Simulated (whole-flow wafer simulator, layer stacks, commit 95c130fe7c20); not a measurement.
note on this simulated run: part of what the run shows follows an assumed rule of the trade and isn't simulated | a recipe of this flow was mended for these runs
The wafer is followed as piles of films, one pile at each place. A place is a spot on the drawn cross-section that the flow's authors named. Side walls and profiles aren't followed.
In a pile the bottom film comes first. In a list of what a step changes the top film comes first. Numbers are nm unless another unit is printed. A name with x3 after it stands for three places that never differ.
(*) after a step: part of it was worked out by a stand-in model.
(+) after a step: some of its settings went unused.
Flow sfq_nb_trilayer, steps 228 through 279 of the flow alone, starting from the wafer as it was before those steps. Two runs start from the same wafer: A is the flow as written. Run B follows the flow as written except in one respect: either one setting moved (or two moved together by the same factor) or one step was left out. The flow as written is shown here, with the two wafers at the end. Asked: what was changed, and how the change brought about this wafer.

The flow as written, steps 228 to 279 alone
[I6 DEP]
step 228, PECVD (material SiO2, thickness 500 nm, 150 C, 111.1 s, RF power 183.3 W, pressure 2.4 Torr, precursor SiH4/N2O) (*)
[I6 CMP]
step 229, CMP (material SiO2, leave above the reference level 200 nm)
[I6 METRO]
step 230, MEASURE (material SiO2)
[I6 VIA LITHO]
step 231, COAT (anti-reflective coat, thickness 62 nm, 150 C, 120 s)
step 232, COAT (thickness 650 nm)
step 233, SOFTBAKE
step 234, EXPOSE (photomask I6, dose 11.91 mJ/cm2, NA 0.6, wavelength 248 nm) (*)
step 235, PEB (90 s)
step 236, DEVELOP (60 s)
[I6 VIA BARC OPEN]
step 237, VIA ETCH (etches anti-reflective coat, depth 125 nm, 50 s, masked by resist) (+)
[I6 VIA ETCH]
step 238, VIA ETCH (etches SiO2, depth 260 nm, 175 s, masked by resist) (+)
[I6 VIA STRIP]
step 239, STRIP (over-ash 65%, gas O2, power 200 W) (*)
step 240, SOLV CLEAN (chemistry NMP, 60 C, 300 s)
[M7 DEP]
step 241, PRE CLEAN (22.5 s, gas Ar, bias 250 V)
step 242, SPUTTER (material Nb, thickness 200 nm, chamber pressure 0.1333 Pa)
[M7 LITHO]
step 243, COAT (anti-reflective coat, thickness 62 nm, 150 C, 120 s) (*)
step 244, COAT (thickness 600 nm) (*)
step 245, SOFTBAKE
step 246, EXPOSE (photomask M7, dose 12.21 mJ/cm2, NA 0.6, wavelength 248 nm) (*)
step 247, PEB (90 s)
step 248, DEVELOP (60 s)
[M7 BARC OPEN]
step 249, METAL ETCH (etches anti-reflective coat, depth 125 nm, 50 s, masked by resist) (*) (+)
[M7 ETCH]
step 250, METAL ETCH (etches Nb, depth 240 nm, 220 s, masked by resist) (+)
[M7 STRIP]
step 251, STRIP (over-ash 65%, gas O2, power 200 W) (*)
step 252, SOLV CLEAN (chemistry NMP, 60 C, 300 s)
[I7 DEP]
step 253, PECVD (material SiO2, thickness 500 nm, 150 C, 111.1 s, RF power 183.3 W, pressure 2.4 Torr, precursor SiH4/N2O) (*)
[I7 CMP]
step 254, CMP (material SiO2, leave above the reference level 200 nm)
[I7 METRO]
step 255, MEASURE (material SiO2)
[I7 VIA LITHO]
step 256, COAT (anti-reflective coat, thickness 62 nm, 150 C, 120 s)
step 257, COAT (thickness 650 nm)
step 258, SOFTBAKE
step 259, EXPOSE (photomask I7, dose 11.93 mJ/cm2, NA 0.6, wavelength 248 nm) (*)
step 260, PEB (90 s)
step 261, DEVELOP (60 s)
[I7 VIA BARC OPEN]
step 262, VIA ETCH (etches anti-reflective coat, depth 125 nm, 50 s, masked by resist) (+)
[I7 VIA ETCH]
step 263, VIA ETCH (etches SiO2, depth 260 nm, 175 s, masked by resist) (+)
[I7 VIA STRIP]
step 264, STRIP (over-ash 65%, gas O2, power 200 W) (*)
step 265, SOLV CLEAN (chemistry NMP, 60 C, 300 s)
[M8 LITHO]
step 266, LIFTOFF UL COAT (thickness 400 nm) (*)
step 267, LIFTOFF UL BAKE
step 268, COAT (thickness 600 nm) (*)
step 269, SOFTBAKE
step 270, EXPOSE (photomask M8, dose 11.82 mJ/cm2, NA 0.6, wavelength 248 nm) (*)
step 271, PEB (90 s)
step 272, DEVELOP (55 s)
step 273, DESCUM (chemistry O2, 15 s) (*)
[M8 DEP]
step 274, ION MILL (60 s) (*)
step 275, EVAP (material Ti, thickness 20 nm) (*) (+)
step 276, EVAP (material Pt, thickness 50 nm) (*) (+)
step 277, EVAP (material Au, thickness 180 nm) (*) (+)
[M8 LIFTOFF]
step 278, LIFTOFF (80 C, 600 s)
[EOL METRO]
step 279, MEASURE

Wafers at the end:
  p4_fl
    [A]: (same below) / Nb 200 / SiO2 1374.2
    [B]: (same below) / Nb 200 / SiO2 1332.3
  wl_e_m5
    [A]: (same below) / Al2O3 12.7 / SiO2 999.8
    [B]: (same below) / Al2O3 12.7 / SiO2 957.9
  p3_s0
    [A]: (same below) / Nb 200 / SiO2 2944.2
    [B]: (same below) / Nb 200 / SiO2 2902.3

The reason: step 228, PECVD: RF power 73.32 W was run, whereas the flow has RF power 183.3 W.

How this came from the change, step by step:
  step 228, PECVD (material SiO2, thickness 500 nm, 150 C, 111.1 s, RF power 183.3 W, pressure 2.4 Torr, precursor SiH4/N2O) (*)
      field_l, p4_fl, p4_fm and 62 more: A SiO2 gains 500 | B SiO2 gains 266.1
      v_sur, via_wl, via_w and 21 more: A SiO2 gains 500 (new film) | B SiO2 gains 266.1 (new film)
      (as well as at 17 more places)
  step 229, CMP (material SiO2, leave above the reference level 200 nm)
      field_l, p4_fl, p4_fm and 59 more: A SiO2 loses 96 | B nothing
      moat, field_r, lsp_l, ln_m5, lsp_m: A SiO2 loses 89.5 | B nothing
      (as well as at 39 more places)
  step 231, COAT (anti-reflective coat, thickness 62 nm, 150 C, 120 s)
      c5j, m0r_space_r, m7r_space_r: A anti-reflective coat gains 62 (new film) | B anti-reflective coat gains 87.4 (new film)
      p3_s3, p3_l4, p3_s4: A anti-reflective coat gains 62 (new film) | B anti-reflective coat gains 63.5 (new film)
      (as well as at 88 more places)
  step 232, COAT (thickness 650 nm)
      wl_a_sl, wl_b_sr: A KrF-resist-other-grade gains 650 (new film) | B KrF-resist-other-grade gains 675 (new film)
      wl_d_m1, m8r_gap_c: A KrF-resist-other-grade gains 650 (new film) | B KrF-resist-other-grade gains 669.2 (new film)
      (as well as at 63 more places)
  step 236, DEVELOP (60 s)
      via_v: A KrF-resist-other-grade loses 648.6 (all of it) | B KrF-resist-other-grade loses 608.1 (all of it)
  step 239, STRIP (over-ash 65%, gas O2, power 200 W) (*)
      p3_s3, p3_s4: A KrF-resist-other-grade loses 510.8 (all of it), anti-reflective coat loses 62 (all of it) | B KrF-resist-other-grade loses 515.6 (all of it), anti-reflective coat loses 63.5 (all of it)
      m0r_line_l, m7r_line_l: A KrF-resist-other-grade loses 510.8 (all of it), anti-reflective coat loses 62 (all of it) | B KrF-resist-other-grade loses 553.7 (all of it), anti-reflective coat loses 48.2 (all of it)
      (as well as at 95 more places)
  step 242, SPUTTER (material Nb, thickness 200 nm, chamber pressure 0.1333 Pa)
      lsp_r, l0_sur, l0v: A Nb gains 200 (new film) | B Nb gains 193.8 (new film)
      be: A Nb gains 200 (new film) | B Nb gains 134.5 (new film)
      (as well as at 3 more places)
  step 243, COAT (anti-reflective coat, thickness 62 nm, 150 C, 120 s) (*)
      p3_l2, p3_s3, p3_l4, p3_s4: A anti-reflective coat gains 62 (new film) | B anti-reflective coat gains 63.4 (new film)
      m0r_line_l, m7r_line_l: A anti-reflective coat gains 62 (new film) | B anti-reflective coat gains 44.7 (new film)
      (as well as at 92 more places)
  step 244, COAT (thickness 600 nm) (*)
      wl_j_sr, m8r_pad_r: A KrF-resist-other-grade gains 600 (new film) | B KrF-resist-other-grade gains 567.6 (new film)
      m0r_line_l, m7r_line_l: A KrF-resist-other-grade gains 600 (new film) | B KrF-resist-other-grade gains 643.7 (new film)
      (as well as at 64 more places)
  step 248, DEVELOP (60 s)
      wl_d_m1, m8r_gap_c: A KrF-resist-other-grade loses 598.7 (all of it) | B KrF-resist-other-grade loses 616.5 (all of it)
      m5r_line_l, m5r_line_r: A KrF-resist-other-grade loses 598.7 (all of it) | B KrF-resist-other-grade loses 632.3 (all of it)
      (as well as at 28 more places)
  step 249, METAL ETCH (etches anti-reflective coat, depth 125 nm, 50 s, masked by resist) (*) (+)
      m5r_linepad_l, m5r_linepad_r, m8r_pad_l, m8r_pad_r: A anti-reflective coat loses 62 (all of it) | B anti-reflective coat loses 125
      p3_l2, p3_s3, p3_l4, p3_s4: A anti-reflective coat loses 62 (all of it) | B anti-reflective coat loses 63.4 (all of it)
      (as well as at 50 more places)
  step 250, METAL ETCH (etches Nb, depth 240 nm, 220 s, masked by resist) (+)
      m5r_linepad_l, m5r_linepad_r: A Nb loses 200 (all of it), SiO2 loses 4 | B anti-reflective coat loses 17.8 (all of it), Nb loses 200 (all of it), SiO2 loses 2.22
      m8r_pad_l, m8r_pad_r: A Nb loses 200 (all of it), SiO2 loses 4 | B anti-reflective coat loses 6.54 (all of it), Nb loses 200 (all of it), SiO2 loses 3.09
      (as well as at 2 more places)
  step 251, STRIP (over-ash 65%, gas O2, power 200 W) (*)
      v_sur: A KrF-resist-other-grade loses 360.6 (all of it), anti-reflective coat loses 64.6 (all of it) | B KrF-resist-other-grade loses 335.2 (all of it), anti-reflective coat loses 29.1 (all of it)
      via_wl: A KrF-resist-other-grade loses 357.5 (all of it), anti-reflective coat loses 67.5 (all of it) | B KrF-resist-other-grade loses 318.1 (all of it), anti-reflective coat loses 55 (all of it)
      (as well as at 39 more places)
  step 253, PECVD (material SiO2, thickness 500 nm, 150 C, 111.1 s, RF power 183.3 W, pressure 2.4 Torr, precursor SiH4/N2O) (*)
      be: A SiO2 gains 500 (new film) | B SiO2 gains 347.4 (new film)
      gap: A SiO2 gains 500 (new film) | B SiO2 gains 544.1 (new film)
  step 254, CMP (material SiO2, leave above the reference level 200 nm)
      field_l, p4_fl, p4_fm and 48 more: A SiO2 loses 96 | B nothing
      field_r, lsp_l: A SiO2 loses 73.2 | B nothing
      (as well as at 28 more places)
  step 256, COAT (anti-reflective coat, thickness 62 nm, 150 C, 120 s)
      p3_s0, wl_c_sr: A anti-reflective coat gains 62 (new film) | B anti-reflective coat gains 75.2 (new film)
      m0r_line_l, m0r_line_r: A anti-reflective coat gains 62 (new film) | B anti-reflective coat gains 70.7 (new film)
      (as well as at 56 more places)
  ... 6 further steps ...
  step 278, LIFTOFF (80 C, 600 s)
      m0r_line_l, m0r_line_r: A Au loses 180 (all of it), Pt loses 50 (all of it), Ti loses 20 (all of it), KrF-resist-other-grade loses 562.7 (all of it), lift-off-underlayer loses 400 (all of it) | B Au loses 180 (all of it), Pt loses 50 (all of it), Ti loses 20 (all of it), KrF-resist-other-grade loses 566 (all of it), lift-off-underlayer loses 410.3 (all of it)
      m0r_space_l, m0r_space_r: A Au loses 180 (all of it), Pt loses 50 (all of it), Ti loses 20 (all of it), KrF-resist-other-grade loses 562.7 (all of it), lift-off-underlayer loses 400 (all of it) | B Au loses 180 (all of it), Pt loses 50 (all of it), Ti loses 20 (all of it), KrF-resist-other-grade loses 563.6 (all of it), lift-off-underlayer loses 413.3 (all of it)
      (as well as at 30 more places)
